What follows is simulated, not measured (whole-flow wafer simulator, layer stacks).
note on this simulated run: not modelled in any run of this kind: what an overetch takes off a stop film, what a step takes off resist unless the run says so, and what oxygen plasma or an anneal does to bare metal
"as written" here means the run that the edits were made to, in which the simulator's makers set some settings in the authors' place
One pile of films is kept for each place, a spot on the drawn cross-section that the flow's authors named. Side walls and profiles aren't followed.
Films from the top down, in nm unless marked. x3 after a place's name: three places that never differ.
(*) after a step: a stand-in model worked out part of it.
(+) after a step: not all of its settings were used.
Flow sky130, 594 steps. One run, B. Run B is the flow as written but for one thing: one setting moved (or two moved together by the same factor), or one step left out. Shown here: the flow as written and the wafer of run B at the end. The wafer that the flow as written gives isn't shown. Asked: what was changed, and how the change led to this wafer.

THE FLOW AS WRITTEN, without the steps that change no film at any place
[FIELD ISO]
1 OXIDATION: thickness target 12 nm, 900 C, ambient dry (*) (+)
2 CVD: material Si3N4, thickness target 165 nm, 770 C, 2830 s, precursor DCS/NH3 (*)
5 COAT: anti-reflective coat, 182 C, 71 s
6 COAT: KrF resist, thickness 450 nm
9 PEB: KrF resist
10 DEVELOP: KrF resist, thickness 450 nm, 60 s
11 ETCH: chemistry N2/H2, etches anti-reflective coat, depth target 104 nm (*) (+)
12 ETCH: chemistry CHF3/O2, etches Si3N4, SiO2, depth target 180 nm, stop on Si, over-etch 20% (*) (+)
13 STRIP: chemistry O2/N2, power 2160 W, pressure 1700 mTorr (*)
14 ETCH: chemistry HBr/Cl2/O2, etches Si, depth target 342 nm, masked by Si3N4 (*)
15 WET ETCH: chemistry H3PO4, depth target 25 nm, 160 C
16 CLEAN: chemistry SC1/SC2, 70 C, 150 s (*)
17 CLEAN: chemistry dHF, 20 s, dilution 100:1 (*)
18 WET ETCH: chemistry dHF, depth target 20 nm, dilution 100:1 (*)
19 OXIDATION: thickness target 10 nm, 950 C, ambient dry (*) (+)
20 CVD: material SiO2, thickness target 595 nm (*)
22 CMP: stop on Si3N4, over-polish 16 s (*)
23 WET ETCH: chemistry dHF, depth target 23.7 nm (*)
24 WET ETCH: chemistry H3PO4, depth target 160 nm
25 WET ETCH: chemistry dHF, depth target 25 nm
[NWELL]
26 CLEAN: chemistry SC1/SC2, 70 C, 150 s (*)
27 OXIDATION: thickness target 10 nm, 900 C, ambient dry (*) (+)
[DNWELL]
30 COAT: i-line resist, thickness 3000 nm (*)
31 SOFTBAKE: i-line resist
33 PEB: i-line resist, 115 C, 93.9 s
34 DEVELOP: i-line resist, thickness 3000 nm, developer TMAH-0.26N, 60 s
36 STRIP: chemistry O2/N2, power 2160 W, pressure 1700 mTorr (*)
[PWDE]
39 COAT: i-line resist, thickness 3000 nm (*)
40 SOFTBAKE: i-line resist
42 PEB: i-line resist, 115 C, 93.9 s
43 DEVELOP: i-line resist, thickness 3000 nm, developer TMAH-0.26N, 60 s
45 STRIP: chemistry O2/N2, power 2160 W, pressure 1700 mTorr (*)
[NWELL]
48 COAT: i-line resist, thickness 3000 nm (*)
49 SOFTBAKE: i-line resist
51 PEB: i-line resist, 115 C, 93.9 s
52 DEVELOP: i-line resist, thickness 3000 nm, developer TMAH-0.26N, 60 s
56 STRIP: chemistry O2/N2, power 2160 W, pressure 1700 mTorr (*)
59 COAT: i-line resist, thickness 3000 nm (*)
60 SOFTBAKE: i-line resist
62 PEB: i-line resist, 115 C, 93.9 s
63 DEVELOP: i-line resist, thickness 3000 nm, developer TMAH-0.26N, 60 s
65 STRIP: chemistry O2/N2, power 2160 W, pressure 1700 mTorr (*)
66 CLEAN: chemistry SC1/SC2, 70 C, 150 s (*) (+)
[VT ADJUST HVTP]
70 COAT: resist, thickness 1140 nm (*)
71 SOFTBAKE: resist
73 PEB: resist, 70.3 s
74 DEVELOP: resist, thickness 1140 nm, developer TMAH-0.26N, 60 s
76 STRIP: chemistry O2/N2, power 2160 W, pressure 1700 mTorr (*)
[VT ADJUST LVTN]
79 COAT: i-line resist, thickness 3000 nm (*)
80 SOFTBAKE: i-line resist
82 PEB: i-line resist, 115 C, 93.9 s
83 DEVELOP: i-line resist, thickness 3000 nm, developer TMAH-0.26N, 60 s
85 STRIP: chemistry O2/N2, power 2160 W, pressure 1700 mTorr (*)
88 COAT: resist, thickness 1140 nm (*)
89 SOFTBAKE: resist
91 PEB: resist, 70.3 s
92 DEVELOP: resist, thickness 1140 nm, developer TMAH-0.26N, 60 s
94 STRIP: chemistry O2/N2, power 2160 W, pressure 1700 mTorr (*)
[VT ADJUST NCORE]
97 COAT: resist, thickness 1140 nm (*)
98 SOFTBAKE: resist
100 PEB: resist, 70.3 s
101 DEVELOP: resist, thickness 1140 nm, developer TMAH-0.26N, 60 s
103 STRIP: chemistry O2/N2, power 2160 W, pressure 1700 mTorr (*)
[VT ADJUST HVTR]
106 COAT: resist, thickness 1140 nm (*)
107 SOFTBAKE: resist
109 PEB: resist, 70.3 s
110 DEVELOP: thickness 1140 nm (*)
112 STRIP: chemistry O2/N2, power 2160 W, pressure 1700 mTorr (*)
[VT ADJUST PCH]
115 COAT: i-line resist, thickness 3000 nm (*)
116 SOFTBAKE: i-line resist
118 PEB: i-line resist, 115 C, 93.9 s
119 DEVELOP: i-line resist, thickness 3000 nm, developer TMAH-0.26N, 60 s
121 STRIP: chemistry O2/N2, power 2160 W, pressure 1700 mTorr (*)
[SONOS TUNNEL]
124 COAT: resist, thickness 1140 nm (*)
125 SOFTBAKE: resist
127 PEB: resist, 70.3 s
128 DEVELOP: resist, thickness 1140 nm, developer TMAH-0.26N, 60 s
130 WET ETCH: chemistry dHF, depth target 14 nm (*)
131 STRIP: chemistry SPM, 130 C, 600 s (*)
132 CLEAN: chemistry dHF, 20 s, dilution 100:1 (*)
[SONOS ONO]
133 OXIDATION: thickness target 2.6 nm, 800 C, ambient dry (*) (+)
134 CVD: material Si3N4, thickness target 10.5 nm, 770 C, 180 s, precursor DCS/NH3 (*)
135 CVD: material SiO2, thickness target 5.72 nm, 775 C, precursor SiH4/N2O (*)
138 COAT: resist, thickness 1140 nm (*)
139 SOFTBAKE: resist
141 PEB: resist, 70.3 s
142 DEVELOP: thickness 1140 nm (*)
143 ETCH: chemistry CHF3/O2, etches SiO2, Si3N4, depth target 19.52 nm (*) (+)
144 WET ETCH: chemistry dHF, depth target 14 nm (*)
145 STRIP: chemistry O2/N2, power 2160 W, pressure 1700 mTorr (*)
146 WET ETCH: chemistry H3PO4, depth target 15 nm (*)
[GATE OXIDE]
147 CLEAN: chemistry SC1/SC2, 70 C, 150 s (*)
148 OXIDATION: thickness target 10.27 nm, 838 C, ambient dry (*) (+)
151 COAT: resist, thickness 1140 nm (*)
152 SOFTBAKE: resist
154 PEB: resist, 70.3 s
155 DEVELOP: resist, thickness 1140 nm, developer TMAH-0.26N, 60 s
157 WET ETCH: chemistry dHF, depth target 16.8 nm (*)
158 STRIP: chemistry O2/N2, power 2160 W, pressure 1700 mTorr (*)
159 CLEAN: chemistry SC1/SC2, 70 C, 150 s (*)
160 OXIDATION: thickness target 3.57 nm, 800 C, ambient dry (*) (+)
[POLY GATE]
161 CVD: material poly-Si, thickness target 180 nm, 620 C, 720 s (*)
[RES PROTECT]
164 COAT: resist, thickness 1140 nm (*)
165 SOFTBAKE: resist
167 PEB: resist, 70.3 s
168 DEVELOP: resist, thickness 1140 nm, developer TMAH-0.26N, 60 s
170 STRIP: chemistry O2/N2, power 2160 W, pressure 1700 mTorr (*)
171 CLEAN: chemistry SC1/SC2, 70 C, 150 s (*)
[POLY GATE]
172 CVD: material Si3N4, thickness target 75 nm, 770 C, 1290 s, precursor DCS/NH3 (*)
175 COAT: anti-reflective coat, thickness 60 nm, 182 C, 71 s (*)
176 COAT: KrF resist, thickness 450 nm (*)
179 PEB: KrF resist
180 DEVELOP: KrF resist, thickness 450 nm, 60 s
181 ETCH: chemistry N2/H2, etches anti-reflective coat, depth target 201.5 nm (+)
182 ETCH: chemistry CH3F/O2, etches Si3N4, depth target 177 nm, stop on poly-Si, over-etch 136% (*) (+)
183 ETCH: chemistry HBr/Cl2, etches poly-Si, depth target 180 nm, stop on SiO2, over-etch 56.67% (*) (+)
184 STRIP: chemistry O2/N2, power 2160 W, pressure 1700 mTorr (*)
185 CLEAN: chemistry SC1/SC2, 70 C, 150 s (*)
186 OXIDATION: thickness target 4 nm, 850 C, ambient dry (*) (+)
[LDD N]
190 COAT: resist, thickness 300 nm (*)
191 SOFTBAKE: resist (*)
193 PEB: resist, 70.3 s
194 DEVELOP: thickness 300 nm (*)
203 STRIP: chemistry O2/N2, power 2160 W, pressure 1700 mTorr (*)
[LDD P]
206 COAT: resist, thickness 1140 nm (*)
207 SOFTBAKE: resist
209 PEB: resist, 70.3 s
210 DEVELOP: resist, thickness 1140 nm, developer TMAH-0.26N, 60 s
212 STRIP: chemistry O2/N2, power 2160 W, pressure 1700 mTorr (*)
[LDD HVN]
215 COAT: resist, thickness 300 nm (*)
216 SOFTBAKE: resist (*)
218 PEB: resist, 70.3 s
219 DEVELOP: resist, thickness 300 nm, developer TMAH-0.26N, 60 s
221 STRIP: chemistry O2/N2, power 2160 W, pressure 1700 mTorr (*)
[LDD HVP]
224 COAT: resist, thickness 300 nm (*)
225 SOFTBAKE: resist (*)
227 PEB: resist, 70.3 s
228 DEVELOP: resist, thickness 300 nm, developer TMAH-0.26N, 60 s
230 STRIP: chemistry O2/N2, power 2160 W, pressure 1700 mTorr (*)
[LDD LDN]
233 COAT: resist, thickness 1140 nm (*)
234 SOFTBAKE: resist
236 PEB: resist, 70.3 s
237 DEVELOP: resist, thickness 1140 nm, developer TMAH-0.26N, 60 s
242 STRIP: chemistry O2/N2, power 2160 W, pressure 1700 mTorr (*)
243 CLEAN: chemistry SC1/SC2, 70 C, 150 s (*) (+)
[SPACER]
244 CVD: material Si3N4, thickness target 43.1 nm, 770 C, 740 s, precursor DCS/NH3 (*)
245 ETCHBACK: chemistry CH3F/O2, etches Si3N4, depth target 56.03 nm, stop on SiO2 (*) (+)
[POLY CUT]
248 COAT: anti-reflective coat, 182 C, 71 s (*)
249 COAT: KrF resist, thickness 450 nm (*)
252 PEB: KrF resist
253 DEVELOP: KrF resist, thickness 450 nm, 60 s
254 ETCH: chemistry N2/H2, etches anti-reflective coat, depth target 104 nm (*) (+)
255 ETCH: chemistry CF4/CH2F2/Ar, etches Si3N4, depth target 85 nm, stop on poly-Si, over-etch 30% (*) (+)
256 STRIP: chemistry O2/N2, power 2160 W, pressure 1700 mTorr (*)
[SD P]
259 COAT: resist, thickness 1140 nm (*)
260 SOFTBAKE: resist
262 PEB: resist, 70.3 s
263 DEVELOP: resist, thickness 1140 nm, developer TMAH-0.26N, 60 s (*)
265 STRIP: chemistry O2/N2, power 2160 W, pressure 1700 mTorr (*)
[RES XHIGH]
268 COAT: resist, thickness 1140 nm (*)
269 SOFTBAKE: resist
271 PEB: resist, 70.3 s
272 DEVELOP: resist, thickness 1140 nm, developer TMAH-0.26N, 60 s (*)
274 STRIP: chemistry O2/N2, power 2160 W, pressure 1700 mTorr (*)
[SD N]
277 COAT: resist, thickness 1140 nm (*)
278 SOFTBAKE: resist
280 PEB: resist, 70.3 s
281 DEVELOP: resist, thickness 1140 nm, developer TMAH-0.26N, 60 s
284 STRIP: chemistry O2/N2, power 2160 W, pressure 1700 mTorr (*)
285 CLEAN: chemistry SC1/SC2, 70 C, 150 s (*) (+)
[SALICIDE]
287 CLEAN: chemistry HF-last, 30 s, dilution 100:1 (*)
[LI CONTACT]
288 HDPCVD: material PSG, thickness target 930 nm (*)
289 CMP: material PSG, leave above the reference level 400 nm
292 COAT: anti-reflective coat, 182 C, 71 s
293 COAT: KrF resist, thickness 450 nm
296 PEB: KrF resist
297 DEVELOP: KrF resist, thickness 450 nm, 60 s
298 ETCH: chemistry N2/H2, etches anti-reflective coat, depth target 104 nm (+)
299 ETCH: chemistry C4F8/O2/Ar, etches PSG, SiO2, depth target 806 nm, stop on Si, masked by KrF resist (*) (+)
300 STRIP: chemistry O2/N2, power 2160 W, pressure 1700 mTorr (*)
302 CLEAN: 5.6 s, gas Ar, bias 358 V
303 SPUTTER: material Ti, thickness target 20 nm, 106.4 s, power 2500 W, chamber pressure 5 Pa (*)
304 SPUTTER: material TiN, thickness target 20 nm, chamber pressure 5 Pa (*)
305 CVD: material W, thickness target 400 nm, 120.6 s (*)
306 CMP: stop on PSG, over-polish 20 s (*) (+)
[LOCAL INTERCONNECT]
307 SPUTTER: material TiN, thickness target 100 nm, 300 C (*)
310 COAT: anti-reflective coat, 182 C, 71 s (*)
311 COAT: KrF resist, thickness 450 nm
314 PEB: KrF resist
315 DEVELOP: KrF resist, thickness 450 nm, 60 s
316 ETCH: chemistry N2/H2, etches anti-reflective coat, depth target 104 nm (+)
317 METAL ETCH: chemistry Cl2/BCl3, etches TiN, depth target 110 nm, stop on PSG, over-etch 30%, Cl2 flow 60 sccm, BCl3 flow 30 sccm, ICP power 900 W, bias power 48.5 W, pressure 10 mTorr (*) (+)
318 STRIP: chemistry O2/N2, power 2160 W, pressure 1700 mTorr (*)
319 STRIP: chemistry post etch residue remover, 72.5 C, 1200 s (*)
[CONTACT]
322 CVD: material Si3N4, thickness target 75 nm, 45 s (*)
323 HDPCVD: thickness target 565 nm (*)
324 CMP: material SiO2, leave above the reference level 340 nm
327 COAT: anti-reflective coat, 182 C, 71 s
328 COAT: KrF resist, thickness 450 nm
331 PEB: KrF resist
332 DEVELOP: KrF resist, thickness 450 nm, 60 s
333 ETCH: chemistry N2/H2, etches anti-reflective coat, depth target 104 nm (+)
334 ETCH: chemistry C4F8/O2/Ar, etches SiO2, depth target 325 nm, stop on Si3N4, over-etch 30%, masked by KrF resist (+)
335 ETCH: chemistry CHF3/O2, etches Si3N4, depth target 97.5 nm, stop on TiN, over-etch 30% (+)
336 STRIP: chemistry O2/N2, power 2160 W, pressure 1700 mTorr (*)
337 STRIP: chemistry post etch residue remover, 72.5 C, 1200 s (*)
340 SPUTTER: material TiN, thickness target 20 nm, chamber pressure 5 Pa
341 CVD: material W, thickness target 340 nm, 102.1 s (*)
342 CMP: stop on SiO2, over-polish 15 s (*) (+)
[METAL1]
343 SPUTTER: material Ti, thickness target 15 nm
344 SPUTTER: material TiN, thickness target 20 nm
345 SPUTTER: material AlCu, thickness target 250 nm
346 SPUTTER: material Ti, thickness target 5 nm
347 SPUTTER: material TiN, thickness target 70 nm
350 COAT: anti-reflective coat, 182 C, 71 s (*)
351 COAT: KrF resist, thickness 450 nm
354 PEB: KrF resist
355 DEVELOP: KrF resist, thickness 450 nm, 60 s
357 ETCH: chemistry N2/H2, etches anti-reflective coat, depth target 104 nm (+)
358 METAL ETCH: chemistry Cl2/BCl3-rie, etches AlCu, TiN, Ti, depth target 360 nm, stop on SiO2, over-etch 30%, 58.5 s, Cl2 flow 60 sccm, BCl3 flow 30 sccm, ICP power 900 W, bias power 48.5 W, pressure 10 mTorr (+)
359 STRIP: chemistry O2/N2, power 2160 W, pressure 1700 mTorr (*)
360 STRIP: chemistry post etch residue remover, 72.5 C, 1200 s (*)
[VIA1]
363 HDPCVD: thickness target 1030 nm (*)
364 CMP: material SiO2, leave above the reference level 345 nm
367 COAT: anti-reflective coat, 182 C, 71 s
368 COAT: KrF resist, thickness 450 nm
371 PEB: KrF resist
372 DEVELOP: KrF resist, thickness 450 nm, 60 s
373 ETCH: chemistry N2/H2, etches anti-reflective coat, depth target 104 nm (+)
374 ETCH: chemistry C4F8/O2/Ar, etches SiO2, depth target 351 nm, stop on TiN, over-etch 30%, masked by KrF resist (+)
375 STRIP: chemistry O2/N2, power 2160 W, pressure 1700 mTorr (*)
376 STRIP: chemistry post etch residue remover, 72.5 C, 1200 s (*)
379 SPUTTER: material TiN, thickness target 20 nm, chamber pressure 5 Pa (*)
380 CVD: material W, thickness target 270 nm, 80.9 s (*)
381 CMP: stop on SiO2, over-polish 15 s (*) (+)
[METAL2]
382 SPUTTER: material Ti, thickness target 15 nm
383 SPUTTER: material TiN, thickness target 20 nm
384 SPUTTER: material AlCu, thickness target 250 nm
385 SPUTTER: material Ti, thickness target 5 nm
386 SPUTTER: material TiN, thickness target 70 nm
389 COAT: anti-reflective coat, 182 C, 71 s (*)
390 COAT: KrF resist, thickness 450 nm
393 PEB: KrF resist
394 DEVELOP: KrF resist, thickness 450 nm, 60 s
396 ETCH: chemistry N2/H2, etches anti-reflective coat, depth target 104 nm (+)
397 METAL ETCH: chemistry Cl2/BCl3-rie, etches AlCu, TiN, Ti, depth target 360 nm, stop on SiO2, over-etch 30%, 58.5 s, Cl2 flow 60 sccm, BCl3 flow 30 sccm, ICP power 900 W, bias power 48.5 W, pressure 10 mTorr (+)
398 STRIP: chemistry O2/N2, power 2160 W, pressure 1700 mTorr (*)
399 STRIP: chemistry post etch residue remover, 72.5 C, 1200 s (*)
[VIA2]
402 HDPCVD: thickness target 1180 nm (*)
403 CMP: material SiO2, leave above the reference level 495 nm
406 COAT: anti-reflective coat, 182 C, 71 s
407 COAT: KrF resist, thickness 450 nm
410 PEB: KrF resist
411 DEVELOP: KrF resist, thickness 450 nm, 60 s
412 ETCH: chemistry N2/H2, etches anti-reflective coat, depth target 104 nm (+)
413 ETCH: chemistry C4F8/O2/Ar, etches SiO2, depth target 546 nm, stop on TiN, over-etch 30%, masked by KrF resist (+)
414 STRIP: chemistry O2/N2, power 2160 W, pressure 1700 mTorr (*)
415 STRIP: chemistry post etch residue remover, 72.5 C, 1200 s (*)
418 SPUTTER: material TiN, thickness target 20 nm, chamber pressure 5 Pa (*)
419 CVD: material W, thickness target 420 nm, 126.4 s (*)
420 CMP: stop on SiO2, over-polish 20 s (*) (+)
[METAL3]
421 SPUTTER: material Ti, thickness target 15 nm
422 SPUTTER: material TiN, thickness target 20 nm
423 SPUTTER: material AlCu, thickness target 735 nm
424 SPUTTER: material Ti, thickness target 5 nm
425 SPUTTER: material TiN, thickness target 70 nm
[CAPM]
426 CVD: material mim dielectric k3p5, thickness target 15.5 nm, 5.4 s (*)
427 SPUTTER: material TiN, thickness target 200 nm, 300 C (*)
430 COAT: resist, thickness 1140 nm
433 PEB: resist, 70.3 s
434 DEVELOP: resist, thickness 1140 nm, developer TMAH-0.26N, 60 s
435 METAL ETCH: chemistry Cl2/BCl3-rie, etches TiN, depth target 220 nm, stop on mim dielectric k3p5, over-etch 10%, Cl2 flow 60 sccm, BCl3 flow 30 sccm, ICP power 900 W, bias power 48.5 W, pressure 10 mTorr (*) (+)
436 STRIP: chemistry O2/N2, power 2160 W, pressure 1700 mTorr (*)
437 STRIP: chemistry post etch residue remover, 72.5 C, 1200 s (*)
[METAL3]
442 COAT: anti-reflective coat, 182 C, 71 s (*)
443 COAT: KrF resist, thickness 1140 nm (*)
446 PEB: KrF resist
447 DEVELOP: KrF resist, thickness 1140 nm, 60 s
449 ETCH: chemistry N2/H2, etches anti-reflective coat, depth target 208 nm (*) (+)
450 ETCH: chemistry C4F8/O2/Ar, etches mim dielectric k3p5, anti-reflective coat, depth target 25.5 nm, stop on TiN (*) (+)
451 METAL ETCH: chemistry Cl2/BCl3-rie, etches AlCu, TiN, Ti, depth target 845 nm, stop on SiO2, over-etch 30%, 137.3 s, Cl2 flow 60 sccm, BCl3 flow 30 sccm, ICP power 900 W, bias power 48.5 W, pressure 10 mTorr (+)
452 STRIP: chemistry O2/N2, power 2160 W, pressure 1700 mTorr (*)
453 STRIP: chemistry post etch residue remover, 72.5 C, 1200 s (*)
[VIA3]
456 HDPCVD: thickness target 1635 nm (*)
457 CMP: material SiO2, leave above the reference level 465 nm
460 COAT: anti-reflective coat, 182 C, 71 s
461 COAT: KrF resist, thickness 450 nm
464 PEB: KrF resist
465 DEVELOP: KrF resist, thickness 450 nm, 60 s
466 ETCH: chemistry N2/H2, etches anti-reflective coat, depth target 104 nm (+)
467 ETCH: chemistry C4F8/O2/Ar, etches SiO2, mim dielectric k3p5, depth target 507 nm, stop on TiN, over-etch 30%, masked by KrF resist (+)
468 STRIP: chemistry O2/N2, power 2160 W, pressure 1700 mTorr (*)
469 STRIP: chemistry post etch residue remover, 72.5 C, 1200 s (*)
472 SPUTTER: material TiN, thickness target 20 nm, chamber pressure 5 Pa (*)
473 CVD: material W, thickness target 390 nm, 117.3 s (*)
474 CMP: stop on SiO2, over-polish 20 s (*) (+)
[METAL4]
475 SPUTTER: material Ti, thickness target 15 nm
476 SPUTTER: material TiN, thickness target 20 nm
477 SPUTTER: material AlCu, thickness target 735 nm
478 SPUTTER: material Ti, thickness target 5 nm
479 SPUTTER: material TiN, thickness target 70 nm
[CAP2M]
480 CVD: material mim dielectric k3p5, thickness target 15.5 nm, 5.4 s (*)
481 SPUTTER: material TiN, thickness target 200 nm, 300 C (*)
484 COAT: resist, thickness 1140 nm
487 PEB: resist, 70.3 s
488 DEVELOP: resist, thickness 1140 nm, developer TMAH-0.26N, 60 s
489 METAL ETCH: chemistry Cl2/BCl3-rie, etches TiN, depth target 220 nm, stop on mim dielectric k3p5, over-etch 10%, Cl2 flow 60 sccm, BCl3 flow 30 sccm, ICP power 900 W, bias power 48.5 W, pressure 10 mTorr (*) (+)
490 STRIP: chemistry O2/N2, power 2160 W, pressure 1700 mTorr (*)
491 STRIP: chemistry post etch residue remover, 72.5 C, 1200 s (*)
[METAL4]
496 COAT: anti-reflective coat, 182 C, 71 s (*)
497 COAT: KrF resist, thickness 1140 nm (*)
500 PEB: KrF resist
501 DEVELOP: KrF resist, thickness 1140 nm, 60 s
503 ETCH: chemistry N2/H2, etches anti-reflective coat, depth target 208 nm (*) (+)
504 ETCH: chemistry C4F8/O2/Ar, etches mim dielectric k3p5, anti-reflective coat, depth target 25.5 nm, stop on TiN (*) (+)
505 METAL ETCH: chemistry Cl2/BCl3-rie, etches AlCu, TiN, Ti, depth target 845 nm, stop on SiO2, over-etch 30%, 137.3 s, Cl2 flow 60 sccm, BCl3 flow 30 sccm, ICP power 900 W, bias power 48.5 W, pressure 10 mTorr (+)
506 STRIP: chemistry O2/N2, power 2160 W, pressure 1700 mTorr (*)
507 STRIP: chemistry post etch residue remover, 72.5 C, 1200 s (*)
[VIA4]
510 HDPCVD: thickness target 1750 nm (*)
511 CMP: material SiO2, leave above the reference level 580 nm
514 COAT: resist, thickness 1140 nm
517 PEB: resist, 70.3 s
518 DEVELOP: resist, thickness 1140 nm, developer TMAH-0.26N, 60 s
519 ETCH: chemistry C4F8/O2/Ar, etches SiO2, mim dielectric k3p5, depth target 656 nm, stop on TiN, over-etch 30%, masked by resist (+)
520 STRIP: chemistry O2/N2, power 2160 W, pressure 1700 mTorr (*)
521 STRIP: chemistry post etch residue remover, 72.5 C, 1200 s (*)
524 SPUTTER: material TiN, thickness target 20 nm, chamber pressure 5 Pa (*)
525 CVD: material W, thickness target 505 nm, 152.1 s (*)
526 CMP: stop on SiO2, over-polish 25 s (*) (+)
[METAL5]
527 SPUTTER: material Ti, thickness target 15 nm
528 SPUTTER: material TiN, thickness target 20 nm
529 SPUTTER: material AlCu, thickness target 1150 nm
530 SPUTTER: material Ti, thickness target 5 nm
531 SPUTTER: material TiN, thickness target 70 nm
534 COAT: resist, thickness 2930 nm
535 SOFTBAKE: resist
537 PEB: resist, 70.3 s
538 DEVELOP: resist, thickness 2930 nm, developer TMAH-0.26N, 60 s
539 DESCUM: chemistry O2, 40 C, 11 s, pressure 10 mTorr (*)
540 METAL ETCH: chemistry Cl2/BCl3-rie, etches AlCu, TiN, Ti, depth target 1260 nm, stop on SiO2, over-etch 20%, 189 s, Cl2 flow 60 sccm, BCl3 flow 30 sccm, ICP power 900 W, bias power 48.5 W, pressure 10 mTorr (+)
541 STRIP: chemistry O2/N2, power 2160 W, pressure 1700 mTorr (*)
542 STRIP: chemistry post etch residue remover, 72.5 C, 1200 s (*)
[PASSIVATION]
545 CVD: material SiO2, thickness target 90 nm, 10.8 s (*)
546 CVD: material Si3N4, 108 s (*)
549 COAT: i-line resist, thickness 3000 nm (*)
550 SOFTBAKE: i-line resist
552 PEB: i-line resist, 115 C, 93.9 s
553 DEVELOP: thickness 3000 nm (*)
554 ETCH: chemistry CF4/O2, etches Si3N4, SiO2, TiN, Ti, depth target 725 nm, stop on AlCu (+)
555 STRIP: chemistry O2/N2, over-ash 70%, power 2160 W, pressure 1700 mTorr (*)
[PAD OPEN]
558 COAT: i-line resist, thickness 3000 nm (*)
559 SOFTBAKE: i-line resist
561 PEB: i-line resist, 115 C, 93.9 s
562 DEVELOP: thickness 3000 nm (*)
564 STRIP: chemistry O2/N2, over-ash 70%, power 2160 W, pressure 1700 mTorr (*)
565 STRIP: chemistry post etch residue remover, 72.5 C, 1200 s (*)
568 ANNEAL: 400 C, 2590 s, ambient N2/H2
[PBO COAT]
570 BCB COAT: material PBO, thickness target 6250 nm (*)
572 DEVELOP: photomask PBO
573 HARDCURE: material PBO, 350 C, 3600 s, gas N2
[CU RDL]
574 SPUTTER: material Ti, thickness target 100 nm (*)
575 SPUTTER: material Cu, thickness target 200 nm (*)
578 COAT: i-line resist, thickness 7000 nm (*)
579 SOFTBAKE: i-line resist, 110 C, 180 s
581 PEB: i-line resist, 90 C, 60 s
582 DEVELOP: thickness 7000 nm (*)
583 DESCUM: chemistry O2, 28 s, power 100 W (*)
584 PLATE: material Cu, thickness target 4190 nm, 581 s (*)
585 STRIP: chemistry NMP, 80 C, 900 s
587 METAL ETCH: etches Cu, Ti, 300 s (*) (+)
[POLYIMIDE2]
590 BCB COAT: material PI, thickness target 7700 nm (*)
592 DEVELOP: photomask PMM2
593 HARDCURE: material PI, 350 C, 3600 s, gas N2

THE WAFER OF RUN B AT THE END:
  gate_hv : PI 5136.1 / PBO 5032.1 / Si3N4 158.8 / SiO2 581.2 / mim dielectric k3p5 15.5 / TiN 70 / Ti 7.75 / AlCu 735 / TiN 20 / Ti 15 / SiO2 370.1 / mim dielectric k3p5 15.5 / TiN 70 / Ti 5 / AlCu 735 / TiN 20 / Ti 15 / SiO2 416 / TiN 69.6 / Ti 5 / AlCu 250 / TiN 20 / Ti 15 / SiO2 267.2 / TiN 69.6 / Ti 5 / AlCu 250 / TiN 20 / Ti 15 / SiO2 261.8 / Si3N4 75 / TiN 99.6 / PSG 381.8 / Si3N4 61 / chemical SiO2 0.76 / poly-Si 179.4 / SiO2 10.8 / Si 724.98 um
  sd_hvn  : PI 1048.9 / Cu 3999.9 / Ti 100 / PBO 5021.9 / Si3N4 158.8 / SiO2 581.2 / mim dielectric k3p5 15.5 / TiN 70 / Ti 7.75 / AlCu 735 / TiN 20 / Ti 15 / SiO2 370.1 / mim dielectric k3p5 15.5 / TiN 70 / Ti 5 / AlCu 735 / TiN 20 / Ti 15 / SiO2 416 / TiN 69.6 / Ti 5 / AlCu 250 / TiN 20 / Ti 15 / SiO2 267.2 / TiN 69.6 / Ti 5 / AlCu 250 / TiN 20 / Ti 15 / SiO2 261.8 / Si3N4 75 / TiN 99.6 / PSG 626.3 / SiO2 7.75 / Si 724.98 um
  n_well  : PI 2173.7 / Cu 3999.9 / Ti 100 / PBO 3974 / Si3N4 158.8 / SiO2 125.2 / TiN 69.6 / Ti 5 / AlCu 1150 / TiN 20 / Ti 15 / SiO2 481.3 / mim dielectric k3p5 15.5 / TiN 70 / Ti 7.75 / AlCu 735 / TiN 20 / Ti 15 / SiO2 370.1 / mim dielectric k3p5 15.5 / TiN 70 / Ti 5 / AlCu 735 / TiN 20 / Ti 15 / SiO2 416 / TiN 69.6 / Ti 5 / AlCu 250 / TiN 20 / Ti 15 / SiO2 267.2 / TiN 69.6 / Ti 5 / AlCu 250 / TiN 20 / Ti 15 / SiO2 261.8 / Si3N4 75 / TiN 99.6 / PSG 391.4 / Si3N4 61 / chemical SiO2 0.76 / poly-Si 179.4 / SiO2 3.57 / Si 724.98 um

The cause: step 478, SPUTTER: thickness target 7.75 nm was run, where the flow has thickness target 5 nm.
It can be read off the wafer: gate_hv has Ti 7.75, and step 478 as written asks for 5 nm.

How the change led to this, step by step:
  478 SPUTTER: material Ti, thickness target 5 nm
      field, active, n_well and 189 more: Ti +7.75 (new film) (as written it would be: Ti +5 (new film))
  505 METAL ETCH: chemistry Cl2/BCl3-rie, etches AlCu, TiN, Ti, depth target 845 nm, stop on SiO2, over-etch 30%, 137.3 s, Cl2 flow 60 sccm, BCl3 flow 30 sccm, ICP power 900 W, bias power 48.5 W, pressure 10 mTorr (+)
      field, gate, spacer and 68 more: TiN -70 (all of it), Ti -7.75 (all of it), AlCu -735 (all of it), TiN -20 (all of it), Ti -15 (all of it), SiO2 -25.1 (as written it would be: TiN -70 (all of it), Ti -5 (all of it), AlCu -735 (all of it), TiN -20 (all of it), Ti -15 (all of it), SiO2 -25.4)
      active, vpp_iso1, mim_edge_plate and 14 more: TiN -70 (all of it), Ti -7.75 (all of it), AlCu -735 (all of it), TiN -20 (all of it), Ti -15 (all of it), SiO2 -25.1 (as written it would be: TiN -70 (all of it), Ti -5 (all of it), AlCu -735 (all of it), TiN -20 (all of it), Ti -15 (all of it), SiO2 -25.3)
